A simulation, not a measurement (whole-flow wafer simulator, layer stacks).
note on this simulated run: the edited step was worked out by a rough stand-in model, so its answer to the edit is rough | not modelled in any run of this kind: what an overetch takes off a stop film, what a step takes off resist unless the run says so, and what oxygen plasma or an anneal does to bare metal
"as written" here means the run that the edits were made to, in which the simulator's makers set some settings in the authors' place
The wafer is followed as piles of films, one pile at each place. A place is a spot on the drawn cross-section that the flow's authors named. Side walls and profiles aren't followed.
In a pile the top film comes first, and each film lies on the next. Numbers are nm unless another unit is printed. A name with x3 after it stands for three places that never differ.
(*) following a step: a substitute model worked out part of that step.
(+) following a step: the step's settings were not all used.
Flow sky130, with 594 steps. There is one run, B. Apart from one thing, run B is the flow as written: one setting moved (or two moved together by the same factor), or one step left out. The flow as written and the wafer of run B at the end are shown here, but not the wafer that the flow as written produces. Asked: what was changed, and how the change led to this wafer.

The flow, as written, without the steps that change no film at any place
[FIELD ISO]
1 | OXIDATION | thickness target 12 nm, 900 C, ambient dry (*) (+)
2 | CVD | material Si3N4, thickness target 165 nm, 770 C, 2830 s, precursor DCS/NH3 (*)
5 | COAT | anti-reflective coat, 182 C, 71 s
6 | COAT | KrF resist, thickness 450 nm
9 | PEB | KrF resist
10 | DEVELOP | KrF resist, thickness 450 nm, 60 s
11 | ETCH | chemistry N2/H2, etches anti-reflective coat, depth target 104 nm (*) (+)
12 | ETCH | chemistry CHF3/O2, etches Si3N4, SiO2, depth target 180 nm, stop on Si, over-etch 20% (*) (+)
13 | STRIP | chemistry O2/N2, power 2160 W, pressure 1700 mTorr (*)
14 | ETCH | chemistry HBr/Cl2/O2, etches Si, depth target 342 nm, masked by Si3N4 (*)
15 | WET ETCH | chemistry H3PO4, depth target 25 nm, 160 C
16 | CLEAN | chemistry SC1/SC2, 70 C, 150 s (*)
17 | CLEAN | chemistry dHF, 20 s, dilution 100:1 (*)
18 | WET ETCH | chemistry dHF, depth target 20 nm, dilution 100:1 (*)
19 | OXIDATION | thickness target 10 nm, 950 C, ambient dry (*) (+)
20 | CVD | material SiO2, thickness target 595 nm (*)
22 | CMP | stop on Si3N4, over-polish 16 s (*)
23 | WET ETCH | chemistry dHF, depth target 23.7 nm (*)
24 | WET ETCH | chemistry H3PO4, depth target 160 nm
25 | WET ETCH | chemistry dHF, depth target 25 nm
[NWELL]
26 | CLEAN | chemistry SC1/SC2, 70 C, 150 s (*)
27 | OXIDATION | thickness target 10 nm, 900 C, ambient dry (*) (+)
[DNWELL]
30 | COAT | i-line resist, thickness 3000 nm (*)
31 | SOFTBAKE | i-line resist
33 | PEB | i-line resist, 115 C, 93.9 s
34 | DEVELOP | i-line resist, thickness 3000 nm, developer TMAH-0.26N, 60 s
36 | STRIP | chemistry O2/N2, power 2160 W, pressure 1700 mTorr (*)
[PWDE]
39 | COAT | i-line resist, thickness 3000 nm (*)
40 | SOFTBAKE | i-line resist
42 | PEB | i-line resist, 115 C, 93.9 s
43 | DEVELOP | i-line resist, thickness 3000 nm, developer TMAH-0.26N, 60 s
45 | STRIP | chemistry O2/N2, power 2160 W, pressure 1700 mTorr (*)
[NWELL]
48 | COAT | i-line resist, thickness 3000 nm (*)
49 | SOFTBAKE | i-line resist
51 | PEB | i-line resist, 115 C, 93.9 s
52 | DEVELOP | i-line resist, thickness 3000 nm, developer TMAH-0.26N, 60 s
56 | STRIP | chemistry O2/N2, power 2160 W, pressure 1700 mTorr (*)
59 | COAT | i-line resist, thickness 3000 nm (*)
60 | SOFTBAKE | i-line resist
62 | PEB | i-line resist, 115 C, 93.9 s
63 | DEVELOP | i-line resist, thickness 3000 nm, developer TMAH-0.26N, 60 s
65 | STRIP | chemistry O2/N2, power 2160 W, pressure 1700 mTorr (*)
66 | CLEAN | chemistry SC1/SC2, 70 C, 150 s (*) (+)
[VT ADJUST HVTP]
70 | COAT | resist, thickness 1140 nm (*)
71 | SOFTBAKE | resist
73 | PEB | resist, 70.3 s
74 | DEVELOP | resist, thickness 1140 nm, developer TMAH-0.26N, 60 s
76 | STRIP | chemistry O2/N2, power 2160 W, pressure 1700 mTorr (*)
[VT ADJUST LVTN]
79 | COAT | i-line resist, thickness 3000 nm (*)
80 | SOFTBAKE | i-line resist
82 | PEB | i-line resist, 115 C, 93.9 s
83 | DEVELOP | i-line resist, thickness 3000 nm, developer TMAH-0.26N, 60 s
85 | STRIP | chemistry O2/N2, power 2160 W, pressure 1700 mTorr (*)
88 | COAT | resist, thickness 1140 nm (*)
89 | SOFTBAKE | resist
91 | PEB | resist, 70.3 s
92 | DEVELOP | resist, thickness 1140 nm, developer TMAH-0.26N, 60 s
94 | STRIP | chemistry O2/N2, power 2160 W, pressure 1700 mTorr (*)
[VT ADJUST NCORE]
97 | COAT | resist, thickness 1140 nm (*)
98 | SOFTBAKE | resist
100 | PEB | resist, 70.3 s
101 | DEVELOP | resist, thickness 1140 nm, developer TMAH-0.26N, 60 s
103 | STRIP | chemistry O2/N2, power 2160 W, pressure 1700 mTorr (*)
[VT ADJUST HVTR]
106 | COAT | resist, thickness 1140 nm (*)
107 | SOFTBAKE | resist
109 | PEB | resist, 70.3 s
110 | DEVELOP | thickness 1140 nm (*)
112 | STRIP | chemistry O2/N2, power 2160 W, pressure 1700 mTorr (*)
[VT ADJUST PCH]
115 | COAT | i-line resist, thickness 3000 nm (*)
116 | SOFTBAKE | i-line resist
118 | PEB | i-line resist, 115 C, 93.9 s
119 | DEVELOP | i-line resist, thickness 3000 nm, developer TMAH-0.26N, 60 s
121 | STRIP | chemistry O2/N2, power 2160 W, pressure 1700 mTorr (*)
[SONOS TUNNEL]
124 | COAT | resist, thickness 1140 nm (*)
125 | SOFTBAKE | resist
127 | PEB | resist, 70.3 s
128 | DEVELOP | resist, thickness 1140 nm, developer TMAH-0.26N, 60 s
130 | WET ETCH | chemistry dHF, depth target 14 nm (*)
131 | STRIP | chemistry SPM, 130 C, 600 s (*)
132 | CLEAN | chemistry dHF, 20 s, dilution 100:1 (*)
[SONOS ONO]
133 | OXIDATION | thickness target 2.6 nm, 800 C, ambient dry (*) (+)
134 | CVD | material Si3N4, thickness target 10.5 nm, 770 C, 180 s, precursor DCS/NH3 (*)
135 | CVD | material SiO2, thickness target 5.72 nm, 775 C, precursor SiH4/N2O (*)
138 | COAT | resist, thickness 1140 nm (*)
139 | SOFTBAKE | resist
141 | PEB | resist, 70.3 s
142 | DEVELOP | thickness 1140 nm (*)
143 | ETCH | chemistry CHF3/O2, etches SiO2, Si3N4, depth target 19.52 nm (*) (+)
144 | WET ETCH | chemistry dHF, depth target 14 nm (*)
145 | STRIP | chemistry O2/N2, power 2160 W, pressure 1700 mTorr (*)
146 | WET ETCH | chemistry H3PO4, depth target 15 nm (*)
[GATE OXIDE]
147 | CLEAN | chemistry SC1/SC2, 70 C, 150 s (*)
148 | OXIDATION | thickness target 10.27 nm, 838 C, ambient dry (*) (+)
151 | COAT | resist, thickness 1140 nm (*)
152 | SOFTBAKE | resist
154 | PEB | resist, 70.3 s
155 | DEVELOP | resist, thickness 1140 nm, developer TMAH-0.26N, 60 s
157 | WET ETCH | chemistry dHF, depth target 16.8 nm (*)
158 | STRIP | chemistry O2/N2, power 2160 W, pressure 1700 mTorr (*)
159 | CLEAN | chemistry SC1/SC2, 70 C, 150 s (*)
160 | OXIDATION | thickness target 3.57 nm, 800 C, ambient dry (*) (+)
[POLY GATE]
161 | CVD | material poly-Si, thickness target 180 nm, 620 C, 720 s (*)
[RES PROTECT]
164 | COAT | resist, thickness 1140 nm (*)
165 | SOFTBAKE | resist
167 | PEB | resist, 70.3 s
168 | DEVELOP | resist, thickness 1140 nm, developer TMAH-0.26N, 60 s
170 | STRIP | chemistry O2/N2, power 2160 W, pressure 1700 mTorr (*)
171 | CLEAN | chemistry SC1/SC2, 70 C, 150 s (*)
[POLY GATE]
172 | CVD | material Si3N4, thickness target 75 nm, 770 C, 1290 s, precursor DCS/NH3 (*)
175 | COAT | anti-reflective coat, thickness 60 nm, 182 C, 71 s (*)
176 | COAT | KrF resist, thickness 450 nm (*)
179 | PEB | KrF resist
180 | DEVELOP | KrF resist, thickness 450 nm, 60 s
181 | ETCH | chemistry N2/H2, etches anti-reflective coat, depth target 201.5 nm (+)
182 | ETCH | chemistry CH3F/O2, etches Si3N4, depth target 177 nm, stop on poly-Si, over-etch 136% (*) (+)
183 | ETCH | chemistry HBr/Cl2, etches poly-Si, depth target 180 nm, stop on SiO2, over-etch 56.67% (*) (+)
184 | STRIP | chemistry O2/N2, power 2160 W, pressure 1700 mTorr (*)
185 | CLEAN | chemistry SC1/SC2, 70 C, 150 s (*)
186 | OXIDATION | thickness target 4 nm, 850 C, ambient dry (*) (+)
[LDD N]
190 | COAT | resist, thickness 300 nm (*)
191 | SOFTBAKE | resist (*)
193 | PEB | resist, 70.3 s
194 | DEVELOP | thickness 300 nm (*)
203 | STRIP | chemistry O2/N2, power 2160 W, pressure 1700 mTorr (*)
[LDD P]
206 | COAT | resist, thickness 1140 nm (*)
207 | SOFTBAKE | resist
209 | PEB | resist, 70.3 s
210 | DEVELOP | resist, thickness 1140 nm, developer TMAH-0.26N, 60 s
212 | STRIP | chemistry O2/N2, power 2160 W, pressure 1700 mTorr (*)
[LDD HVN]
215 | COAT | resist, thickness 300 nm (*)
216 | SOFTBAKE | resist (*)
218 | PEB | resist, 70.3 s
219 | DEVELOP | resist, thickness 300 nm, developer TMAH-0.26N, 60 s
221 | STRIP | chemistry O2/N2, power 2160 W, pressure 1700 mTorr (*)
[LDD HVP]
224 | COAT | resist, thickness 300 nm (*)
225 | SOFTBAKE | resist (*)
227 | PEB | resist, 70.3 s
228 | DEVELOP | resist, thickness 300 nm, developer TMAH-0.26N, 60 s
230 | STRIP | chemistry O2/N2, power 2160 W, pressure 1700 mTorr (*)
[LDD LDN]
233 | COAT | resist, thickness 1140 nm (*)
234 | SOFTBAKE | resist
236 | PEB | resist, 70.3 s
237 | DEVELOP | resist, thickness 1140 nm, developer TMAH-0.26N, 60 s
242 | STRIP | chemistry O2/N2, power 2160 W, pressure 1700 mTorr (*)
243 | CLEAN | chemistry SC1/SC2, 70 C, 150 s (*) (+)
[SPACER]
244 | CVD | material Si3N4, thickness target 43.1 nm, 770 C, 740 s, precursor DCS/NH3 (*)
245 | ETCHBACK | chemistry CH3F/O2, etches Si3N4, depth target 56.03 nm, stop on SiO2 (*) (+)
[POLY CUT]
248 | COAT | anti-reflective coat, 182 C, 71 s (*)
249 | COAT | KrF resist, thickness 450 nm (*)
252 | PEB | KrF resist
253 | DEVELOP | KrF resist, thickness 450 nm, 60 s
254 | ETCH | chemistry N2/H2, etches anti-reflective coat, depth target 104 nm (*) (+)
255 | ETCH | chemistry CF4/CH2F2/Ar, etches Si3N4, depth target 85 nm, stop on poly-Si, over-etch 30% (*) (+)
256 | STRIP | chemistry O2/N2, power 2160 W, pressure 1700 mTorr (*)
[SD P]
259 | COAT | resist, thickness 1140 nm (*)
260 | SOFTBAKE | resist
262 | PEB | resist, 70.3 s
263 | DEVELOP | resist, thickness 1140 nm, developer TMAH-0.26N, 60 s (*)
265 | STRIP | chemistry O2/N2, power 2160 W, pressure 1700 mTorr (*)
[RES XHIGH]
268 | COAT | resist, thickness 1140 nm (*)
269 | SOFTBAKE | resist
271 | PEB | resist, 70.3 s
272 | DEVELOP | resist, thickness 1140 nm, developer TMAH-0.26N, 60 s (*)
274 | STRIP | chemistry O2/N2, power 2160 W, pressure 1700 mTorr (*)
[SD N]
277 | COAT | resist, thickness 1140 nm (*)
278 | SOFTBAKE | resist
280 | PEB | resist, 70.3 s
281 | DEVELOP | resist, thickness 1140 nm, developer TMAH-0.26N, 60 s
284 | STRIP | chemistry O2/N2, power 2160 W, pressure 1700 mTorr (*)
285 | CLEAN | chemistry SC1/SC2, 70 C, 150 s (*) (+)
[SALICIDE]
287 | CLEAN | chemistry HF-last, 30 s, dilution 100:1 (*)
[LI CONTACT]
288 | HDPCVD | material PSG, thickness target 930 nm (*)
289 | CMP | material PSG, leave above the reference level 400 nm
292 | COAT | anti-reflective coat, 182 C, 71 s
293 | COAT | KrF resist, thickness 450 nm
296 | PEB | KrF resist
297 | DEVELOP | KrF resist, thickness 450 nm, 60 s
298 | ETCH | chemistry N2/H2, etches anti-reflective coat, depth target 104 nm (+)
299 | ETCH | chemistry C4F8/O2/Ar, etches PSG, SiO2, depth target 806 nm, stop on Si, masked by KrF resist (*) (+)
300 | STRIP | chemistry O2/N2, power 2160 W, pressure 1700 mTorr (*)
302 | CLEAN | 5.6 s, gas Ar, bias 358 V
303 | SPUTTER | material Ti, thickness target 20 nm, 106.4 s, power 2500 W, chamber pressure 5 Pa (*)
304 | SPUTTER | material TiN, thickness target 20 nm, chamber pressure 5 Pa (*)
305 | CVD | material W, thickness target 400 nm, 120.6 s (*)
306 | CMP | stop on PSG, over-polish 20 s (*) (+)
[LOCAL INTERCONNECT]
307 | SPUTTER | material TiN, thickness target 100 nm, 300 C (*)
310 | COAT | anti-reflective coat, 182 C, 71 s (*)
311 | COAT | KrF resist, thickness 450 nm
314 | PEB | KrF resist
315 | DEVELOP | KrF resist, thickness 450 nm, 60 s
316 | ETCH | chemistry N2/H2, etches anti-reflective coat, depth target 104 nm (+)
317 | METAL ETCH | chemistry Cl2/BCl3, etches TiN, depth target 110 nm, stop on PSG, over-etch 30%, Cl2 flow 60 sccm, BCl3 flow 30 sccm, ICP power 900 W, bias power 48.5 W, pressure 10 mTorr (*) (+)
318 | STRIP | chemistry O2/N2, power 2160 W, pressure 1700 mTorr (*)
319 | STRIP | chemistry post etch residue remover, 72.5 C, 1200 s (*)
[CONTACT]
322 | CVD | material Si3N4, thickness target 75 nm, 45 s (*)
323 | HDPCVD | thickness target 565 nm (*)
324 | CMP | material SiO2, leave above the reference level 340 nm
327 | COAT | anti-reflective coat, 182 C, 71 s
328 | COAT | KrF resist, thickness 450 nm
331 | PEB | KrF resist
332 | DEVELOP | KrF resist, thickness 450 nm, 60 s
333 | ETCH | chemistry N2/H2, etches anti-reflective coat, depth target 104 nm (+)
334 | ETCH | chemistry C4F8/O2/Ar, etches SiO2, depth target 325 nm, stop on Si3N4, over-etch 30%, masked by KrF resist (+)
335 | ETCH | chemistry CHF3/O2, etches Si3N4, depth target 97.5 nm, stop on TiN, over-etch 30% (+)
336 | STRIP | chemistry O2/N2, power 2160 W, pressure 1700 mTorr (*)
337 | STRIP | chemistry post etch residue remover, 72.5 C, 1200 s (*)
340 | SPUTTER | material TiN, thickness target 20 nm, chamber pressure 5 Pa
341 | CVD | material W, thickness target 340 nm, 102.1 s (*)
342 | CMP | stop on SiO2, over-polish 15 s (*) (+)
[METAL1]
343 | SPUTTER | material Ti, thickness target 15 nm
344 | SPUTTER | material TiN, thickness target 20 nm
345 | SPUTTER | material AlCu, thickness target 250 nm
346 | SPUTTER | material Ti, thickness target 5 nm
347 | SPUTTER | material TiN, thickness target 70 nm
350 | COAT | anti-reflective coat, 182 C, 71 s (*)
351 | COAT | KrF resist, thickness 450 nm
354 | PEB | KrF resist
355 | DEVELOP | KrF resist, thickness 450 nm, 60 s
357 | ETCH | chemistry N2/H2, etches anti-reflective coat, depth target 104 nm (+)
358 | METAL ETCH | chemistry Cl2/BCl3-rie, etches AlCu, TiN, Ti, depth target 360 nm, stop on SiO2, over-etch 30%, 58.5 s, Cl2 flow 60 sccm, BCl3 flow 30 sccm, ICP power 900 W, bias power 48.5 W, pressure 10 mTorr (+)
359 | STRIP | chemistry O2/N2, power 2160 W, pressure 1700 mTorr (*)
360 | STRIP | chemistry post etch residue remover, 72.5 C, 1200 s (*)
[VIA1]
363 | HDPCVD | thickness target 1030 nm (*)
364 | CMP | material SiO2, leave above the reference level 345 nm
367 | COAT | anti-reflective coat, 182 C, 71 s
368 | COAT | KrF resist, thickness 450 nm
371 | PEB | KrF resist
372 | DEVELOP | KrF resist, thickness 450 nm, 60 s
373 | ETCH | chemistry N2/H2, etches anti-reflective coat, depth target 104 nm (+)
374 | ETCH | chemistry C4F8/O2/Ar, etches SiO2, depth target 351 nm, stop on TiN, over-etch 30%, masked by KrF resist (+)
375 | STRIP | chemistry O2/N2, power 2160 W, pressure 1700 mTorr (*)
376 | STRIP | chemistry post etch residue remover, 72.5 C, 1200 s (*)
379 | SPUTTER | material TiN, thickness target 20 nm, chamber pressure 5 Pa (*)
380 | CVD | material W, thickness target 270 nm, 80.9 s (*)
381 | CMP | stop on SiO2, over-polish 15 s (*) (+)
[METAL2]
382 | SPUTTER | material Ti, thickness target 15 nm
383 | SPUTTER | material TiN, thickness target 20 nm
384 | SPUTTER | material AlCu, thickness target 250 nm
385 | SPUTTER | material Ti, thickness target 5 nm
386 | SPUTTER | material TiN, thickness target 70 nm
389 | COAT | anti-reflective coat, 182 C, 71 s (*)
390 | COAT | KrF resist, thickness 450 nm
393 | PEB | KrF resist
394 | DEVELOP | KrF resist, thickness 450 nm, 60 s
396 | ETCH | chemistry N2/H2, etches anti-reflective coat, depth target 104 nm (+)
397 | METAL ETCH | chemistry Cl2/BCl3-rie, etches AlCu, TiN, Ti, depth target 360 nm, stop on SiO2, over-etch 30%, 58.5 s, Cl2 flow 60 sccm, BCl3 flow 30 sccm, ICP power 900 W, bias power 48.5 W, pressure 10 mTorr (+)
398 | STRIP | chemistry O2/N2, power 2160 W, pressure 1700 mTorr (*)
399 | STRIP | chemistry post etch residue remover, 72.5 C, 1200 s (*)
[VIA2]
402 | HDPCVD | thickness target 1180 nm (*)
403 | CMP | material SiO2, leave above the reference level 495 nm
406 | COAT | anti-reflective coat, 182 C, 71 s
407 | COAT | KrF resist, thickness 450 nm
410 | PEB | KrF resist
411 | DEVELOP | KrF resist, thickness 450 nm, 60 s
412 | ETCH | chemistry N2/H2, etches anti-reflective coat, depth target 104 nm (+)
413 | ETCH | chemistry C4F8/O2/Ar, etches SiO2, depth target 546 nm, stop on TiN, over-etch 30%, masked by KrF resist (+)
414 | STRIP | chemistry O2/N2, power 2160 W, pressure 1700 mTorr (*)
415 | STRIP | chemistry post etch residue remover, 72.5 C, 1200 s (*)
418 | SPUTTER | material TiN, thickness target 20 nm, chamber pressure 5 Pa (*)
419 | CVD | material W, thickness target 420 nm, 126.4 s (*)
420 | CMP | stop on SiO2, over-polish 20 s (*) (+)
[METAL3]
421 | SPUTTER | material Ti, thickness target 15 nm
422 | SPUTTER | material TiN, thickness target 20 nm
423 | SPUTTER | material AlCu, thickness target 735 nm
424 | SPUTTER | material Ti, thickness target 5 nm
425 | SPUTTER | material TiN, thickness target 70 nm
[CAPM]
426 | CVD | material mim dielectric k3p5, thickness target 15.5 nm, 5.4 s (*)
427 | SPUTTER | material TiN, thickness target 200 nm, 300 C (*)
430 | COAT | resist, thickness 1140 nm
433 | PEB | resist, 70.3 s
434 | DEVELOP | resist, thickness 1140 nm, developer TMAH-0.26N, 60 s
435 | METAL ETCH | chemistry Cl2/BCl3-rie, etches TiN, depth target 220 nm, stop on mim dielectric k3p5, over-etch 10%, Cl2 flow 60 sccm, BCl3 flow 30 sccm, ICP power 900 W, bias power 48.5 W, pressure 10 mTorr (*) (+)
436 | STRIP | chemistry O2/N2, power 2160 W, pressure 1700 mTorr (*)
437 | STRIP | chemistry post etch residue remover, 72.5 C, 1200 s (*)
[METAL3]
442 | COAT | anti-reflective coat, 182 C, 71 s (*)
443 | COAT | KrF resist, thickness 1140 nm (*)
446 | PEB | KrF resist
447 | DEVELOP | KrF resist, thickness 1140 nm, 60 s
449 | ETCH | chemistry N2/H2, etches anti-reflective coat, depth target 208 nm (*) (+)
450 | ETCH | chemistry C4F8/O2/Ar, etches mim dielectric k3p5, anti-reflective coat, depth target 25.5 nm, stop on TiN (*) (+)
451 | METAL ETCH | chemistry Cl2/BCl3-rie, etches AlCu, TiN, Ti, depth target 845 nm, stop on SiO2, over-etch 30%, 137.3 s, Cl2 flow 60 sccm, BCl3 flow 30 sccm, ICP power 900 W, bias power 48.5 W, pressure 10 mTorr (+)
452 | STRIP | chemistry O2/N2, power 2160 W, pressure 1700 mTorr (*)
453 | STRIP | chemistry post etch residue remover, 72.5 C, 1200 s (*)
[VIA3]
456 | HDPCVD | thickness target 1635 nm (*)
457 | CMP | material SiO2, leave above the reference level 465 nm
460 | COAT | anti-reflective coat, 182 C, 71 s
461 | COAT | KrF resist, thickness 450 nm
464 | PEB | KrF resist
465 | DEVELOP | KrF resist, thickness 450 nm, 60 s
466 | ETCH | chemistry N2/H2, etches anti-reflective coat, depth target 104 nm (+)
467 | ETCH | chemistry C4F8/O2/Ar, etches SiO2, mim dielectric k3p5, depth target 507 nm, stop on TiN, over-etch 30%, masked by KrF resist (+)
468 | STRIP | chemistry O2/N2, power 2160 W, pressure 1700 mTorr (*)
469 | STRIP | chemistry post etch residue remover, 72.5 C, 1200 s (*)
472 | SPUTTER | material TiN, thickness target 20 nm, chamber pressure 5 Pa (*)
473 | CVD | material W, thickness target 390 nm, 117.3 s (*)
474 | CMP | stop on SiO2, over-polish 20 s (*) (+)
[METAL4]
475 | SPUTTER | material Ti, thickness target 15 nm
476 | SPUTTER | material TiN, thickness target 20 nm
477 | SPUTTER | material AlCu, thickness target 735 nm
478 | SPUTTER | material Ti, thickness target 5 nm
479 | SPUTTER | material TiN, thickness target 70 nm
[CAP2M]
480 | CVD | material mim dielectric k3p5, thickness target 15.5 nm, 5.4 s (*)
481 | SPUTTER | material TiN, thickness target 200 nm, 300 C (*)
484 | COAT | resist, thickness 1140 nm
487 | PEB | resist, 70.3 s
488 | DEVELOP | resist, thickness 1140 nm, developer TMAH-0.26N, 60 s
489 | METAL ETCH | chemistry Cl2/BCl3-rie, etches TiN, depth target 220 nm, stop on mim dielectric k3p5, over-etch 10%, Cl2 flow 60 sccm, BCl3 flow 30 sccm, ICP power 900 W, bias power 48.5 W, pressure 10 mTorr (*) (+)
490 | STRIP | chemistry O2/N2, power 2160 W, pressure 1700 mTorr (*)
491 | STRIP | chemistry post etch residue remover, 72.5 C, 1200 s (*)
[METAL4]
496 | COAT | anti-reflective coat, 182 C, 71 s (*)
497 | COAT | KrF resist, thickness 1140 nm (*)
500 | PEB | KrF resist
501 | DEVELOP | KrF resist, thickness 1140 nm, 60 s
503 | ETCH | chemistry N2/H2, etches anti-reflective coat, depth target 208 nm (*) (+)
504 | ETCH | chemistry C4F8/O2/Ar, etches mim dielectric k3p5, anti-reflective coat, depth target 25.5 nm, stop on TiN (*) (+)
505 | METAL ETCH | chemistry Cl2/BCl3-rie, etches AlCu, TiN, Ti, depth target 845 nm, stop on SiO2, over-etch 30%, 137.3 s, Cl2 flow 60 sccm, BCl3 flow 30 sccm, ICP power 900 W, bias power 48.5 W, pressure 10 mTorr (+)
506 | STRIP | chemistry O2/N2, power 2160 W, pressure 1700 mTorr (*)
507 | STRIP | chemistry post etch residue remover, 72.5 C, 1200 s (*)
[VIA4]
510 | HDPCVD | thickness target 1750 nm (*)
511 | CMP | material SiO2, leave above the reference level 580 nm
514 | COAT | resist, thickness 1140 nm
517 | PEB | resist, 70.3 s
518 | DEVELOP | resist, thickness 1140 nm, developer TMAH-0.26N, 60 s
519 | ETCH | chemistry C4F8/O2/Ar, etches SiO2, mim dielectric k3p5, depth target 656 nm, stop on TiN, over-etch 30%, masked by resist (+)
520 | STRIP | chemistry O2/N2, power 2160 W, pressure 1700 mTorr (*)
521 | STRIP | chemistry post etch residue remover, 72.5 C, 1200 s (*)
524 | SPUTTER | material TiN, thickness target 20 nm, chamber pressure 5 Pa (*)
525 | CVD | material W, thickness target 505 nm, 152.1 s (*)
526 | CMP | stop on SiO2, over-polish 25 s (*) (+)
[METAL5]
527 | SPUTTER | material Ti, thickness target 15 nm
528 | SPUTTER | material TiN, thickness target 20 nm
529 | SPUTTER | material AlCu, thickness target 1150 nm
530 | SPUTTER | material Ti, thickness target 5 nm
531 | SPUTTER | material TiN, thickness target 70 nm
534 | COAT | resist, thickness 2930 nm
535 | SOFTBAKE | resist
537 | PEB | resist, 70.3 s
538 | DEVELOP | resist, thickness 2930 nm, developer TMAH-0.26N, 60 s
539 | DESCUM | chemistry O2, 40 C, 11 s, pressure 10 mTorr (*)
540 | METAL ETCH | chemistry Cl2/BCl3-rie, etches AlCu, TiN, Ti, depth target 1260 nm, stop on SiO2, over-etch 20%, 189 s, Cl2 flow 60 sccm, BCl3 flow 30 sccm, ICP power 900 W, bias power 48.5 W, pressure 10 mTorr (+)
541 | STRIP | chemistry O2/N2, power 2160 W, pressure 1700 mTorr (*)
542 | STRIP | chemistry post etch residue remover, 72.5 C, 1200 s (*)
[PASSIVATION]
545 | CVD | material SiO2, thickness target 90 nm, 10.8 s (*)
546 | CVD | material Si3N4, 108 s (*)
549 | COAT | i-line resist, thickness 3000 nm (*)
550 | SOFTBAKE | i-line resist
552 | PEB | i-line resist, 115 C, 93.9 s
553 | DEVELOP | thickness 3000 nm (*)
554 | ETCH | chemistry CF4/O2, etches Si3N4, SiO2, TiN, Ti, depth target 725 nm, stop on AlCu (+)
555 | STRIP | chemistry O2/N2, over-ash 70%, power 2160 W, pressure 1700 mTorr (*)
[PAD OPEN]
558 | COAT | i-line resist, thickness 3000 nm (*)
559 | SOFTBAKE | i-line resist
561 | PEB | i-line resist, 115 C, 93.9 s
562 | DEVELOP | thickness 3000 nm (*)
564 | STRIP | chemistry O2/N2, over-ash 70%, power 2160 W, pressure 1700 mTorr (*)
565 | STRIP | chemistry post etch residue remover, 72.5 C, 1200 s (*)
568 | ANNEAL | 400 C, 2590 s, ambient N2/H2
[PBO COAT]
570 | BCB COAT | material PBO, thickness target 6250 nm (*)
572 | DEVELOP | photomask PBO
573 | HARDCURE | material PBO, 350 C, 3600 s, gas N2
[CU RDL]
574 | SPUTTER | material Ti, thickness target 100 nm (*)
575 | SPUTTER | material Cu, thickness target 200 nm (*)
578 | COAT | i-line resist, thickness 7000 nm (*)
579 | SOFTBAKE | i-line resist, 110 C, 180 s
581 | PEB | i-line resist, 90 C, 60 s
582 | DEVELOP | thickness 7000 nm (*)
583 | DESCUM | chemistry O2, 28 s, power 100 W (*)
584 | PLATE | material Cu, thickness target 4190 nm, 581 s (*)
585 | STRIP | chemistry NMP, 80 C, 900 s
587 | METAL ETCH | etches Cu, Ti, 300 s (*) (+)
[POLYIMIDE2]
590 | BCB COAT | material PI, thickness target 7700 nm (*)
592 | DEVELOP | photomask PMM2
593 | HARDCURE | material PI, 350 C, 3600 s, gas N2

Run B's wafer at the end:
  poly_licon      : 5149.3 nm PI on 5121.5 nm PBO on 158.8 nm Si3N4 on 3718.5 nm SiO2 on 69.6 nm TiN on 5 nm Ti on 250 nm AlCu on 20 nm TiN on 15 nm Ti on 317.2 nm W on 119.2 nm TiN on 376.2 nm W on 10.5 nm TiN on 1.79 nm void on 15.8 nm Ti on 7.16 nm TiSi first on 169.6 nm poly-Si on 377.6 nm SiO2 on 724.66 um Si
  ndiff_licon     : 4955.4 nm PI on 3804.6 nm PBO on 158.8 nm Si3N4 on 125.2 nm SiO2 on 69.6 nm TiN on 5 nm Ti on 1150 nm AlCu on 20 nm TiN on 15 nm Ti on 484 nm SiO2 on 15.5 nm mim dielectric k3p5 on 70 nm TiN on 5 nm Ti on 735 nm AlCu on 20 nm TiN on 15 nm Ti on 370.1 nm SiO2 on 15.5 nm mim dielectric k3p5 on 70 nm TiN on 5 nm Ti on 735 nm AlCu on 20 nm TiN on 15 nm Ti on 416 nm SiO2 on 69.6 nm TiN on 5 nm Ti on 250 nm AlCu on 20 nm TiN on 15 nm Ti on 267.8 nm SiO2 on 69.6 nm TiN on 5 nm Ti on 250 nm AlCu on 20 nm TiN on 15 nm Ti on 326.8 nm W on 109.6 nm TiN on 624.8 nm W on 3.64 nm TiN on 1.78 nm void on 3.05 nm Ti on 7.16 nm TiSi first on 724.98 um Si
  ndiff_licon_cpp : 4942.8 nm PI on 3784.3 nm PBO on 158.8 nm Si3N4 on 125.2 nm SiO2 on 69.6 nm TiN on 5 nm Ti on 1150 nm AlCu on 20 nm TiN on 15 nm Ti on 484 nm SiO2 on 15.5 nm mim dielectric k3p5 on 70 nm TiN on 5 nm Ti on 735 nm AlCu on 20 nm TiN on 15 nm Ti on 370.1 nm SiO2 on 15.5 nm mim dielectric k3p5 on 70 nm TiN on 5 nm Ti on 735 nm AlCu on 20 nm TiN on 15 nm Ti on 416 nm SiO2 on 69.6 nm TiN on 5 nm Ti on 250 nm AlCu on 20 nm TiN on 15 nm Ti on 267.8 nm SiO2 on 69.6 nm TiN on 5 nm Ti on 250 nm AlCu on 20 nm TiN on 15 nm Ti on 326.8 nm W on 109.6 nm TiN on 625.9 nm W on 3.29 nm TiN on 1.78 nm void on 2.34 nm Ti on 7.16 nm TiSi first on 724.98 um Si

The reason: step 304, SPUTTER: thickness target 10.5 nm was run, whereas the flow has thickness target 20 nm.
The wafer itself shows it: poly_licon has TiN 10.5, and step 304 as written asks for 20 nm.

How this came from the change, step by step:
  304 | SPUTTER | material TiN, thickness target 20 nm, chamber pressure 5 Pa (*)
      field, active, n_well and 185 more: +10.5 TiN (new film) (in the flow as written it would be: +20 TiN (new film))
      ndiff_licon: +3.64 TiN (new film) (in the flow as written it would be: +6.83 TiN (new film))
      (also at 2 further places)
  306 | CMP | stop on PSG, over-polish 20 s (*) (+)
      field, active, n_well and 184 more: -400 W (all of it), -10.5 TiN (all of it), -20 Ti (all of it), -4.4 PSG (in the flow as written it would be: -400 W (all of it), -20 TiN (all of it), -20 Ti (all of it), -4.4 PSG)
      ndiff_licon, ndiff_licon_cpp, rpo_hd_licon: -435.4 W (in the flow as written it would be: -444.9 W)
      (also at 1 further place)
